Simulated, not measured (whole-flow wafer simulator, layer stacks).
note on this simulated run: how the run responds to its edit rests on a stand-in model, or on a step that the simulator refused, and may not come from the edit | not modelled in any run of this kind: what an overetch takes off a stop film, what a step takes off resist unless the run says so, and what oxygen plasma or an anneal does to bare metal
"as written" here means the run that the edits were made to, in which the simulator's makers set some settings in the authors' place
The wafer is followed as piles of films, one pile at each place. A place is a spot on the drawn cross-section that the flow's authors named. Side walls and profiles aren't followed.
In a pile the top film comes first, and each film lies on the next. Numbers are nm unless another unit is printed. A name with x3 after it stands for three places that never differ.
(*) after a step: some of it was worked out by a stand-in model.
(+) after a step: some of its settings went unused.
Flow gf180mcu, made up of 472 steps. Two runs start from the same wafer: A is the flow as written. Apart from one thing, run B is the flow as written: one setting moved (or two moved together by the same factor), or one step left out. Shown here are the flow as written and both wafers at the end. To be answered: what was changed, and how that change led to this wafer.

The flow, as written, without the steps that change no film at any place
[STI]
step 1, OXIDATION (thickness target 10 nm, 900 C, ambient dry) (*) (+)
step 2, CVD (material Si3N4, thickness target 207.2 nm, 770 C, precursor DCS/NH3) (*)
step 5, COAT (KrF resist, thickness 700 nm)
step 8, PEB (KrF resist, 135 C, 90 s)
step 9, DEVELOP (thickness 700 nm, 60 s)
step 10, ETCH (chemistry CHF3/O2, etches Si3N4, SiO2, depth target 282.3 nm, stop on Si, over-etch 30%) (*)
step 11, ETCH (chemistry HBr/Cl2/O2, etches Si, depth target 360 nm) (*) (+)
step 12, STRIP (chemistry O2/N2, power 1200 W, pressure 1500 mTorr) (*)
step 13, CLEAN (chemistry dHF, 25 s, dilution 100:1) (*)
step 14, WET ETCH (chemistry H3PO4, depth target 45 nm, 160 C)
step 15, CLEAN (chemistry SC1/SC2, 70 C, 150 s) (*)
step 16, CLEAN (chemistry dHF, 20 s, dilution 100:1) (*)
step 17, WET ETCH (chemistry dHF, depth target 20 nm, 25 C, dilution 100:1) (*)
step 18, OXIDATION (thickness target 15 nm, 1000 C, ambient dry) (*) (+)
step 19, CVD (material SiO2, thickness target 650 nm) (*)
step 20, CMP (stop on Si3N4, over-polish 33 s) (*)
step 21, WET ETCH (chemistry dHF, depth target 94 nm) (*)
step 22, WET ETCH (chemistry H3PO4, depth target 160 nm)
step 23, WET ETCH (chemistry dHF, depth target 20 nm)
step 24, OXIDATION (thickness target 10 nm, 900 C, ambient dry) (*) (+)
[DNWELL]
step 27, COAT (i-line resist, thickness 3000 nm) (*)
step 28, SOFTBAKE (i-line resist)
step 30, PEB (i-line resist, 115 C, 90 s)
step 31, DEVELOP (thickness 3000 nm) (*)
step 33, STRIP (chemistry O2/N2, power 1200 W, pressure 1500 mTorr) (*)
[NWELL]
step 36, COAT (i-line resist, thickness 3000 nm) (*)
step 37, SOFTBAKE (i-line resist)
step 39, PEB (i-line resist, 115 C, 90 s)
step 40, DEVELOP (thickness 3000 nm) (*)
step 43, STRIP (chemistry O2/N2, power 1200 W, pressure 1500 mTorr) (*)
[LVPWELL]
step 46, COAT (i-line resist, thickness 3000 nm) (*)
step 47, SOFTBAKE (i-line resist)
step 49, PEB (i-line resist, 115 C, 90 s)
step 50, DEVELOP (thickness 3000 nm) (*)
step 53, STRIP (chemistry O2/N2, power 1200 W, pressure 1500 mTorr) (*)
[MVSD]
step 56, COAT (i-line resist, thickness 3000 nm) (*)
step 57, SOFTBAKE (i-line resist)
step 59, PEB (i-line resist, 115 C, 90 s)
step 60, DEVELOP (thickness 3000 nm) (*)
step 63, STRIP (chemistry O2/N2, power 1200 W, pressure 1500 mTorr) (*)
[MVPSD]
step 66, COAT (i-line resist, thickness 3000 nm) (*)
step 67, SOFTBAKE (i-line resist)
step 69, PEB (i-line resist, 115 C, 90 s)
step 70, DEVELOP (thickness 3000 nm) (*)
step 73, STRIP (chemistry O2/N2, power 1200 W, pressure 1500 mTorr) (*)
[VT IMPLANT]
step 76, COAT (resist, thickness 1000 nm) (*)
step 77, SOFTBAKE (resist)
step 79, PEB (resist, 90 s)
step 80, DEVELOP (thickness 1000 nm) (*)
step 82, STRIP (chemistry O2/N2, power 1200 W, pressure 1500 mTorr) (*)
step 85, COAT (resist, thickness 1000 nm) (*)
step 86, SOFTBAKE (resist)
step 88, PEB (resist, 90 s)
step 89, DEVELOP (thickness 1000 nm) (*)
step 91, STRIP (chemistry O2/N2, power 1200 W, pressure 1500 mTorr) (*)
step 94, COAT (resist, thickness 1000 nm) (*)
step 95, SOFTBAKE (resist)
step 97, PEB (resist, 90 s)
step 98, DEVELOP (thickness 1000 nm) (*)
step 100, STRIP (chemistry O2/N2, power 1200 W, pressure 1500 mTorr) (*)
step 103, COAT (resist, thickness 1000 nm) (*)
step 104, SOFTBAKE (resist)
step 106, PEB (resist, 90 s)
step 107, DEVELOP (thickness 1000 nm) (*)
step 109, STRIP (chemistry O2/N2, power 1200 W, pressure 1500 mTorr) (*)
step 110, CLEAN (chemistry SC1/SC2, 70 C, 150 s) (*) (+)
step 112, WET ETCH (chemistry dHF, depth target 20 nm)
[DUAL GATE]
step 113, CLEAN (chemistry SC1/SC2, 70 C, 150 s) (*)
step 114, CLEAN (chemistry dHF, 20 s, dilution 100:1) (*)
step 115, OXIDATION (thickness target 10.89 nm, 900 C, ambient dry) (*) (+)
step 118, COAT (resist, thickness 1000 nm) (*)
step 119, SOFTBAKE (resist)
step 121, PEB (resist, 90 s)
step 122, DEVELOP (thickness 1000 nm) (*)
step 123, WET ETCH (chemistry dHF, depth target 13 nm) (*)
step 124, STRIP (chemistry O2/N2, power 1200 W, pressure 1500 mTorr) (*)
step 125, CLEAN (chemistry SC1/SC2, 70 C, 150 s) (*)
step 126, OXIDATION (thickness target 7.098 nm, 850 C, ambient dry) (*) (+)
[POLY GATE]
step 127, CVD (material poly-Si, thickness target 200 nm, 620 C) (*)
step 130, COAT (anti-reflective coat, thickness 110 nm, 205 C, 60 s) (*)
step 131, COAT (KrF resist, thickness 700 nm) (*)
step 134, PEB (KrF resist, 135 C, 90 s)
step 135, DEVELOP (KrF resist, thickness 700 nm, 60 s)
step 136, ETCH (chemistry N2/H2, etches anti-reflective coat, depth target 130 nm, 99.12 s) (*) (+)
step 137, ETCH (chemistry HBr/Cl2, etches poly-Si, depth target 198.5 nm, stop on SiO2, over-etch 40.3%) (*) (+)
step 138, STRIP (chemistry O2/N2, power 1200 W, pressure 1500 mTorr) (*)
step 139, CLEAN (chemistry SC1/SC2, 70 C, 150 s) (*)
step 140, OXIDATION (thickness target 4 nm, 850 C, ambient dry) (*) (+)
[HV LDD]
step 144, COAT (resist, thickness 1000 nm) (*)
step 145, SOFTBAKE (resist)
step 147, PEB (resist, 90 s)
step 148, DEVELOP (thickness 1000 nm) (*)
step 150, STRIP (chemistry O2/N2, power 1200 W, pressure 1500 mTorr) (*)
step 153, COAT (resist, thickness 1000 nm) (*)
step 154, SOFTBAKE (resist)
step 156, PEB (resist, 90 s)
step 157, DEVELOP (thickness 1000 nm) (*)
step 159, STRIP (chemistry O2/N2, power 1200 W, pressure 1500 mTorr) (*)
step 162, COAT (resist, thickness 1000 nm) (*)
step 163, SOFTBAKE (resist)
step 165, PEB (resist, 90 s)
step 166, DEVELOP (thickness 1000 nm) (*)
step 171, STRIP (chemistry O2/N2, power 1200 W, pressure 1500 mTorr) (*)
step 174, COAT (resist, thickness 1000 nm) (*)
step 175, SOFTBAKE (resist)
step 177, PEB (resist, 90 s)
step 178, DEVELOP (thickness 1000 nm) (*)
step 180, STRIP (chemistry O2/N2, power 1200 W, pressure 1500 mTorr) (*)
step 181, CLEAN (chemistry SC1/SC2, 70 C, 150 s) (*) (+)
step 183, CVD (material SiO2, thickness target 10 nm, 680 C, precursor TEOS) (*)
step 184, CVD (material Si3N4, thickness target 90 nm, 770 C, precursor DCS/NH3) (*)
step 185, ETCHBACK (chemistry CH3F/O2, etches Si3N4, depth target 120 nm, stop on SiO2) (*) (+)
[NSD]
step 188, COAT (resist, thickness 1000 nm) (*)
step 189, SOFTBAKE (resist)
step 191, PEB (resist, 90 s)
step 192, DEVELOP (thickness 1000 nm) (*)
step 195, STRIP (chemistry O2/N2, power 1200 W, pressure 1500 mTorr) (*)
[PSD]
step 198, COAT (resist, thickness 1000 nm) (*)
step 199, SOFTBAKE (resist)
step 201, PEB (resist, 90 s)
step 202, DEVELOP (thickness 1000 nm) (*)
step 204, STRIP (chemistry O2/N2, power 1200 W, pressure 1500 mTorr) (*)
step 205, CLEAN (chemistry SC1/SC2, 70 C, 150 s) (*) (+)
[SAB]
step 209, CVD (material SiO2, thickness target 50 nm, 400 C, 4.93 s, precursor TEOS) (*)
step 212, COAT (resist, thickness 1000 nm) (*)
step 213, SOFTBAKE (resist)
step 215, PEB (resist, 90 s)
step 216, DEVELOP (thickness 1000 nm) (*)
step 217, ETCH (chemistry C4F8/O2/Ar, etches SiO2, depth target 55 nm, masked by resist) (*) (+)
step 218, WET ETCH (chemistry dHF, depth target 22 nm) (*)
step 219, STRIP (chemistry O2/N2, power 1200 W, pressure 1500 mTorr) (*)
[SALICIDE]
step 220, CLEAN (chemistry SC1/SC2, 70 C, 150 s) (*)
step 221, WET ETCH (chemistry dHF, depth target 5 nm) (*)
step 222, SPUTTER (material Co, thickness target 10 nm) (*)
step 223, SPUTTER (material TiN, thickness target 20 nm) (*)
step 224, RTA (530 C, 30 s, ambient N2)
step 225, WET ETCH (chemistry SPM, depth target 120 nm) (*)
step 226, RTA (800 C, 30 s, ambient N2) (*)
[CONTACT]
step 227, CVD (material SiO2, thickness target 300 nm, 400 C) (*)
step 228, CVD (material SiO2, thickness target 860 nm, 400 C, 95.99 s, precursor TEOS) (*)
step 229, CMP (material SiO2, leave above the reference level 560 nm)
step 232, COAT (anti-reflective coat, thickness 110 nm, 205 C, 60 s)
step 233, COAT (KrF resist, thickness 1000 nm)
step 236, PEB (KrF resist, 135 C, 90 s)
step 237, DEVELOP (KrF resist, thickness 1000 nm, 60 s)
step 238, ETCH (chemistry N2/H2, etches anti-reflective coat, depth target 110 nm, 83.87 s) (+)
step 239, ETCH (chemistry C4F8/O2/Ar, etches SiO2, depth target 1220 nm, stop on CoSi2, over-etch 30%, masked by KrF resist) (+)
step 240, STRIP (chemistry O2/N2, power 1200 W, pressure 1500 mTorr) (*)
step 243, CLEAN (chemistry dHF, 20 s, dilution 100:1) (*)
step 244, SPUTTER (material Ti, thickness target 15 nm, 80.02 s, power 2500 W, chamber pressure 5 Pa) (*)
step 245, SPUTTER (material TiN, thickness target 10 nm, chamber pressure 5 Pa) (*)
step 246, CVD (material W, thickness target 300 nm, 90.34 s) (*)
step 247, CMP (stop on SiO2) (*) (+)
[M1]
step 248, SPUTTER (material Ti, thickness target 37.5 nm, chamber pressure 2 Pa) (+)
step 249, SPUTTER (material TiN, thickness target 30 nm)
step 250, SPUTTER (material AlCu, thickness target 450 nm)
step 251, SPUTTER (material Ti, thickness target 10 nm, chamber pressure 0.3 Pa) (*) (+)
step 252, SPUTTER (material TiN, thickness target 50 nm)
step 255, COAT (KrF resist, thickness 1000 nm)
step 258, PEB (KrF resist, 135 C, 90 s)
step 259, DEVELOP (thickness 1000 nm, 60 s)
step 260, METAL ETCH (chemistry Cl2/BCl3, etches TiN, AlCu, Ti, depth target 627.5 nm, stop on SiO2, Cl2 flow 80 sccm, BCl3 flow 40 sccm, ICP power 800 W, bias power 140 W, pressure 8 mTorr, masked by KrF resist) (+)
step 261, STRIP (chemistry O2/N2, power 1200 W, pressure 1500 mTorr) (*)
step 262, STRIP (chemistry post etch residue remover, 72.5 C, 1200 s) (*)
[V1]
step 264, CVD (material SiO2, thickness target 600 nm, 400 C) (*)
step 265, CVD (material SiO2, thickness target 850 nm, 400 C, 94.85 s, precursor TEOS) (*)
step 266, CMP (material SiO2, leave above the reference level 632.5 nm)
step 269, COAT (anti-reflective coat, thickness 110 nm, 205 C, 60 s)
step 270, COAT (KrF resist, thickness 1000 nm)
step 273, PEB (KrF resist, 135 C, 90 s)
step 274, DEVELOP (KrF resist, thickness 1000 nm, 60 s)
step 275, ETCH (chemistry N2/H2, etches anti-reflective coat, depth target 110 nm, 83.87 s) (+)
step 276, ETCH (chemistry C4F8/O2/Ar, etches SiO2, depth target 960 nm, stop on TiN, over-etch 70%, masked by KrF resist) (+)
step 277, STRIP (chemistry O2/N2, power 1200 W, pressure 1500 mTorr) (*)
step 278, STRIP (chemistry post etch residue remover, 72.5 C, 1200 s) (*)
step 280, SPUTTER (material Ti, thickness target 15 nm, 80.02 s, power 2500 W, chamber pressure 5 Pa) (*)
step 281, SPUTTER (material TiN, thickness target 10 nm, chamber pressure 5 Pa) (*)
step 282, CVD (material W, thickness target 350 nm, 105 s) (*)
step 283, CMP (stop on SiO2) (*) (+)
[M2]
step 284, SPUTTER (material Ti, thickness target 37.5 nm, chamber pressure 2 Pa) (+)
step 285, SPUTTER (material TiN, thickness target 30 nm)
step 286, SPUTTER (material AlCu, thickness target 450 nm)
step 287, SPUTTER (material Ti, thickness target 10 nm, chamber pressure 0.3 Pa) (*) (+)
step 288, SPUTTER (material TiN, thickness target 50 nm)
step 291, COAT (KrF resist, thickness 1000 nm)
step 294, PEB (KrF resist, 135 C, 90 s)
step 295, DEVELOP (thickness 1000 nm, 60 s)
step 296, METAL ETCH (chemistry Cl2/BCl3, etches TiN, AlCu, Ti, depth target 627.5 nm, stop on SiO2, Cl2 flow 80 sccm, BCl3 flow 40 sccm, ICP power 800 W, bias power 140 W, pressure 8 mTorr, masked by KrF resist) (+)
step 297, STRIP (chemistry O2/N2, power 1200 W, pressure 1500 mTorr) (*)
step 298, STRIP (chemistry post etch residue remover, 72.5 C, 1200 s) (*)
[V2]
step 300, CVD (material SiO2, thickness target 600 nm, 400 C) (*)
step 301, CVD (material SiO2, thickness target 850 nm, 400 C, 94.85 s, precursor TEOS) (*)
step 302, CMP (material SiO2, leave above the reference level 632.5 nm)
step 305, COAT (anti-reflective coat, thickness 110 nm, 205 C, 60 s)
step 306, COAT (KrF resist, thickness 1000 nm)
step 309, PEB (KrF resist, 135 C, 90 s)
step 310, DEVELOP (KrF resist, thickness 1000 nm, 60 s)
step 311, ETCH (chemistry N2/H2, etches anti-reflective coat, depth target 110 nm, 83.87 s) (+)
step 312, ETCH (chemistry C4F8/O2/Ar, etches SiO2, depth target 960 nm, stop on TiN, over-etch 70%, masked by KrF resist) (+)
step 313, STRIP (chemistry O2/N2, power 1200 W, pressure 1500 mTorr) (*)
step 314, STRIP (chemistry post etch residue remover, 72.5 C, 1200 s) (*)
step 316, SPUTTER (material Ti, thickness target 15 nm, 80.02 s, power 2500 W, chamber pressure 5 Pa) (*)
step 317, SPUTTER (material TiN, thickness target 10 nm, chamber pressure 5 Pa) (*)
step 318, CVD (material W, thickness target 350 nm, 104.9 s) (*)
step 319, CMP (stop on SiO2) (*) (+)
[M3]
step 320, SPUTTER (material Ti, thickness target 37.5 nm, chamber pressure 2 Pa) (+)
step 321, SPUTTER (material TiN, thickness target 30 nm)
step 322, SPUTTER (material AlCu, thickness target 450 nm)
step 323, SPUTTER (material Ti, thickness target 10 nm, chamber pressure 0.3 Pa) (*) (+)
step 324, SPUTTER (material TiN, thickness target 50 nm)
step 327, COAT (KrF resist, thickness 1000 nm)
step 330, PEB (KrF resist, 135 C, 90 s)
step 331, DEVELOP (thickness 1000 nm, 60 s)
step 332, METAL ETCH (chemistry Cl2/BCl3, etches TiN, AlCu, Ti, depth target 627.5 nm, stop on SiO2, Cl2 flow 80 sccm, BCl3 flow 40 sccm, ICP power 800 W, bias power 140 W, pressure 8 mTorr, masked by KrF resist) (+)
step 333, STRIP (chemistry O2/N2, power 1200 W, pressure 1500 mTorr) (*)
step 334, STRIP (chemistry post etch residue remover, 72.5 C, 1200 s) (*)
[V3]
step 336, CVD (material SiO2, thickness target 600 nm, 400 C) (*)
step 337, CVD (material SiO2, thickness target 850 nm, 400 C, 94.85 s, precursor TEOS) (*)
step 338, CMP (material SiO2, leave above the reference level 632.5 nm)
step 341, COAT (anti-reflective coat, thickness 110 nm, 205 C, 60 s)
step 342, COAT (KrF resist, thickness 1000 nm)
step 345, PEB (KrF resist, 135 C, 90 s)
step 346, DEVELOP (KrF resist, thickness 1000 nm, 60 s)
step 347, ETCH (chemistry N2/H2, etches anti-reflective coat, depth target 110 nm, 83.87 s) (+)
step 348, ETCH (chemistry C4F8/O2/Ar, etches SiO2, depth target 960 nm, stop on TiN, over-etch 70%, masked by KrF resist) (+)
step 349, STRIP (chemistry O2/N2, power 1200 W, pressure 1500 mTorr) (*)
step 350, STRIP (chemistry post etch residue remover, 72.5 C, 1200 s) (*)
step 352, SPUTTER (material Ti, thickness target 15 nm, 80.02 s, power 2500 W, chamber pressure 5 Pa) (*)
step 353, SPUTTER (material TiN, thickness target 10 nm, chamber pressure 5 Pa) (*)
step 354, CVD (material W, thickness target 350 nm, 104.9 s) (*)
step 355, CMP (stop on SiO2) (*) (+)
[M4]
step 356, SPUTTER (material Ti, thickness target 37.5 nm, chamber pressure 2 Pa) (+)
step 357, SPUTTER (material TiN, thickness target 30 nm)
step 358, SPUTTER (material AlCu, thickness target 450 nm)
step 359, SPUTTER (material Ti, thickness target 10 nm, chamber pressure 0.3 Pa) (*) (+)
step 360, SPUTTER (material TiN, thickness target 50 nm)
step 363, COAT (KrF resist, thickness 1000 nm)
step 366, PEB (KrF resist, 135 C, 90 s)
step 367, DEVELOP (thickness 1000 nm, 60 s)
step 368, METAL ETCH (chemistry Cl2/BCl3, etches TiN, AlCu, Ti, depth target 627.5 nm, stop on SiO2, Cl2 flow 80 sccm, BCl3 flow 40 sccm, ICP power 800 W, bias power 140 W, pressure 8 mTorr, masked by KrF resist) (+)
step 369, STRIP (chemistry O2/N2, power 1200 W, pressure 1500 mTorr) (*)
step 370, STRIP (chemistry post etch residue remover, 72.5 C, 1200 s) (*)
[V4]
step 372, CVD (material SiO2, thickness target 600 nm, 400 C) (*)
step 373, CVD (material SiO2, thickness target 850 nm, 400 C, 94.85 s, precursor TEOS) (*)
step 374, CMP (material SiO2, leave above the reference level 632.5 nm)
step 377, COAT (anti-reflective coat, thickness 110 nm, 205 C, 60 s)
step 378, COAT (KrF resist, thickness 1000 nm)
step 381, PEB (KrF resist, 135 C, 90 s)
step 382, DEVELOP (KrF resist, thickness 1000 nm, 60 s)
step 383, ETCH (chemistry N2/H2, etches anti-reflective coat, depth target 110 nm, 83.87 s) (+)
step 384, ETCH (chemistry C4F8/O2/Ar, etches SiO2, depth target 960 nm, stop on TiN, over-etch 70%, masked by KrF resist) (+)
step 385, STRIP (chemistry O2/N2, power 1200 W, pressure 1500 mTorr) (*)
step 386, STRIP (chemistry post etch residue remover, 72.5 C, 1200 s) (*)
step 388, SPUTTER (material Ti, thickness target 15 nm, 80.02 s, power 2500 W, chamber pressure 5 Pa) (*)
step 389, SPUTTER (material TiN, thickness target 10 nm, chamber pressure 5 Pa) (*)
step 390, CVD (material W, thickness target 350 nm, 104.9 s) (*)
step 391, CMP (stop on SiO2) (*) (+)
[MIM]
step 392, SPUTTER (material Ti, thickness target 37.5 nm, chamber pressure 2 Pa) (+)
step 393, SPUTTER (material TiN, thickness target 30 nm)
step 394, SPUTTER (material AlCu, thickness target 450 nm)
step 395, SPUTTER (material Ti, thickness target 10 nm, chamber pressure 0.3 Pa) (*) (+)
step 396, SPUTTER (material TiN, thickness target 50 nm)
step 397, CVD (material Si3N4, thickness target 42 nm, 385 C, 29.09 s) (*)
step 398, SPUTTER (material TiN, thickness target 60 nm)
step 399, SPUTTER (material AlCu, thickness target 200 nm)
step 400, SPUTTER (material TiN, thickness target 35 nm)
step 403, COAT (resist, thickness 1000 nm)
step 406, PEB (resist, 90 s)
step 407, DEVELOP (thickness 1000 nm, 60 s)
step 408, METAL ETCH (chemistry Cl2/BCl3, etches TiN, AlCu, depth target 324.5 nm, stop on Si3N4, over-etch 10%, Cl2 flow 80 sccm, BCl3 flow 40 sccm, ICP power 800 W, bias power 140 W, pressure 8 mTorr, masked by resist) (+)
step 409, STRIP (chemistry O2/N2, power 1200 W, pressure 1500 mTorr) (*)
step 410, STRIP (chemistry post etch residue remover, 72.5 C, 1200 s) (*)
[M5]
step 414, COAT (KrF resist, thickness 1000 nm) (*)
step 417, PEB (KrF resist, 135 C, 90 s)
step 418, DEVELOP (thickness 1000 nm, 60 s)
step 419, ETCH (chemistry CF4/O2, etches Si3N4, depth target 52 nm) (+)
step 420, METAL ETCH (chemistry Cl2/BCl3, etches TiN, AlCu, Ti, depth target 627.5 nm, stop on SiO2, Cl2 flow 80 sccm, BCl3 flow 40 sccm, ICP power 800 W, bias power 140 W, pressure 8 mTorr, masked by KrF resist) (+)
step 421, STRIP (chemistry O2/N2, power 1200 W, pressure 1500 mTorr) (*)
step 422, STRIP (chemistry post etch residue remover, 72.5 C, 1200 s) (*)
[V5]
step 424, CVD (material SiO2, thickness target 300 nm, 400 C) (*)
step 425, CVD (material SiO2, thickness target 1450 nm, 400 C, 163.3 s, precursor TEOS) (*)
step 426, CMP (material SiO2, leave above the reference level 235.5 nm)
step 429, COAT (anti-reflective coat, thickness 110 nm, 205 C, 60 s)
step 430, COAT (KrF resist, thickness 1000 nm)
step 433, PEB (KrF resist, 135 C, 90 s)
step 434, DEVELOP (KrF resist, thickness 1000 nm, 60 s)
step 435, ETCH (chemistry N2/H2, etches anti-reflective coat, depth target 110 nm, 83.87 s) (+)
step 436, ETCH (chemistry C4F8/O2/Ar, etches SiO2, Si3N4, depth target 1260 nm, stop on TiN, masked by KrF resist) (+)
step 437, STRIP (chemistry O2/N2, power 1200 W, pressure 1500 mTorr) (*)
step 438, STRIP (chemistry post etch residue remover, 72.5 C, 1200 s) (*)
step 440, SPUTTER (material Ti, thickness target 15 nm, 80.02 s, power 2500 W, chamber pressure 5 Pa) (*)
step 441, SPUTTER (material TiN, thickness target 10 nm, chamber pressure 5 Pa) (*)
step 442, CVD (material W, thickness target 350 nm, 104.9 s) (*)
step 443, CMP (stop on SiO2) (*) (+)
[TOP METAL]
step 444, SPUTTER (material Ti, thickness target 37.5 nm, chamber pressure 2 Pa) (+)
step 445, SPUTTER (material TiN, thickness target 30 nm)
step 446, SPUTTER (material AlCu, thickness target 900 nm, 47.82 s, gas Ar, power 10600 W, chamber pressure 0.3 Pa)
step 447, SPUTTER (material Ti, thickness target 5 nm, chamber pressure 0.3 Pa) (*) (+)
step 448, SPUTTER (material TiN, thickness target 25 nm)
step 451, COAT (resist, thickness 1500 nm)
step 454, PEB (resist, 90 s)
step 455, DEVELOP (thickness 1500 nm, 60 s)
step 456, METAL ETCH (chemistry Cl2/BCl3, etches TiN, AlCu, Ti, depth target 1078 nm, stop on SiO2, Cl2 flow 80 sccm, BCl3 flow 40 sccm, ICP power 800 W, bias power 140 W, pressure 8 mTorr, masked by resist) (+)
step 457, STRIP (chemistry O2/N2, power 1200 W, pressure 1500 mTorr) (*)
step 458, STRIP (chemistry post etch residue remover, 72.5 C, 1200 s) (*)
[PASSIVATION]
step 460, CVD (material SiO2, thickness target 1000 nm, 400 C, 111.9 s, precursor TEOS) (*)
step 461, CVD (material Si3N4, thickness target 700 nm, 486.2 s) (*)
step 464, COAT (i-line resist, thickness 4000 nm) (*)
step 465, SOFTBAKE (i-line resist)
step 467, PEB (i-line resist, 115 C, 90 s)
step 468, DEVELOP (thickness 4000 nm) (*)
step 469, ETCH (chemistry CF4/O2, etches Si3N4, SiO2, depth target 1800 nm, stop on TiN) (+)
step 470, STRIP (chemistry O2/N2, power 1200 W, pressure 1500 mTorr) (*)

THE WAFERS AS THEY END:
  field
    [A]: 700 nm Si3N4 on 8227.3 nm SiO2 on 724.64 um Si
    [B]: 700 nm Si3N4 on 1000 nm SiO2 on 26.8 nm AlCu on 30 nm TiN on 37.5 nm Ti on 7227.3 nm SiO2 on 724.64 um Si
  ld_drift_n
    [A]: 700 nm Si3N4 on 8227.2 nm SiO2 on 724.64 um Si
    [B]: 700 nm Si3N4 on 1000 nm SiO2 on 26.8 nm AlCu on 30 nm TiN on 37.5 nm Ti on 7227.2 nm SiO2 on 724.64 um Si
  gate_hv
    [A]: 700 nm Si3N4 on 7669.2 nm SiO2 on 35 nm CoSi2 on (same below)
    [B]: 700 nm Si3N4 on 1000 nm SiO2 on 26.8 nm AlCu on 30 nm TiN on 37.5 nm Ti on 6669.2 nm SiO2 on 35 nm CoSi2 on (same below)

Cause: step 446, SPUTTER: thickness target 1080 nm was run, though the flow has thickness target 900 nm.

How this came from the change, step by step:
  step 446, SPUTTER (material AlCu, thickness target 900 nm, 47.82 s, gas Ar, power 10600 W, chamber pressure 0.3 Pa)
      field, field__w1, field__w2 and 109 more: A +900 AlCu (new film) | B +1080 AlCu (new film)
  step 456, METAL ETCH (chemistry Cl2/BCl3, etches TiN, AlCu, Ti, depth target 1078 nm, stop on SiO2, Cl2 flow 80 sccm, BCl3 flow 40 sccm, ICP power 800 W, bias power 140 W, pressure 8 mTorr, masked by resist) (+)
      field, field__w1, field__w2 and 103 more: A -25 TiN (all of it), -5 Ti (all of it), -900 AlCu (all of it), -30 TiN (all of it), -37.5 Ti (all of it) | B -25 TiN (all of it), -5 Ti (all of it), -1047.5 AlCu
  step 458, STRIP (chemistry post etch residue remover, 72.5 C, 1200 s) (*)
      field, field__w1, field__w2 and 103 more: A nothing | B -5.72 AlCu
  step 460, CVD (material SiO2, thickness target 1000 nm, 400 C, 111.9 s, precursor TEOS) (*)
      field, field__w1, field__w2 and 103 more: A +1000 SiO2 | B +1000 SiO2 (new film)
  step 464, COAT (i-line resist, thickness 4000 nm) (*)
      field__w8: A +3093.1 i-line resist (new film) | B +3018.1 i-line resist (new film)
      contact: A +3153.6 i-line resist (new film) | B +3059.2 i-line resist (new film)
      (as well as at 4 more places)
  step 465, SOFTBAKE (i-line resist)
      field__w5, field__w9: A +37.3 i-line resist | B +34.2 i-line resist
      field__w11, field__w13: A +37.9 i-line resist | B +35.5 i-line resist
      (as well as at 56 more places)
  step 467, PEB (i-line resist, 115 C, 90 s)
      field__w8, m1__w1: A -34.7 i-line resist | B -33.3 i-line resist
      contact, m1: A -35.1 i-line resist | B -33.6 i-line resist
      (as well as at 2 more places)
  step 468, DEVELOP (thickness 4000 nm) (*)
      pad: A -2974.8 i-line resist (all of it) | B -2889.9 i-line resist (all of it)
  step 470, STRIP (chemistry O2/N2, power 1200 W, pressure 1500 mTorr) (*)
      field__w8, m1__w1: A -1787.7 i-line resist (all of it) | B -1705.3 i-line resist (all of it)
      contact: A -1811.2 i-line resist (all of it) | B -1722 i-line resist (all of it)
      (as well as at 2 more places)
Taking metal films that touch as one body, field has 1 body; the flow as written gives 0 bodies.
Taking metal films that touch as one body, ld_drift_n has 1 body; the flow as written gives 0 bodies.
Taking metal films that touch as one body, gate_hv has 2 bodies (between them, from the top down: SiO2 6669.2); the flow as written gives 1 body.
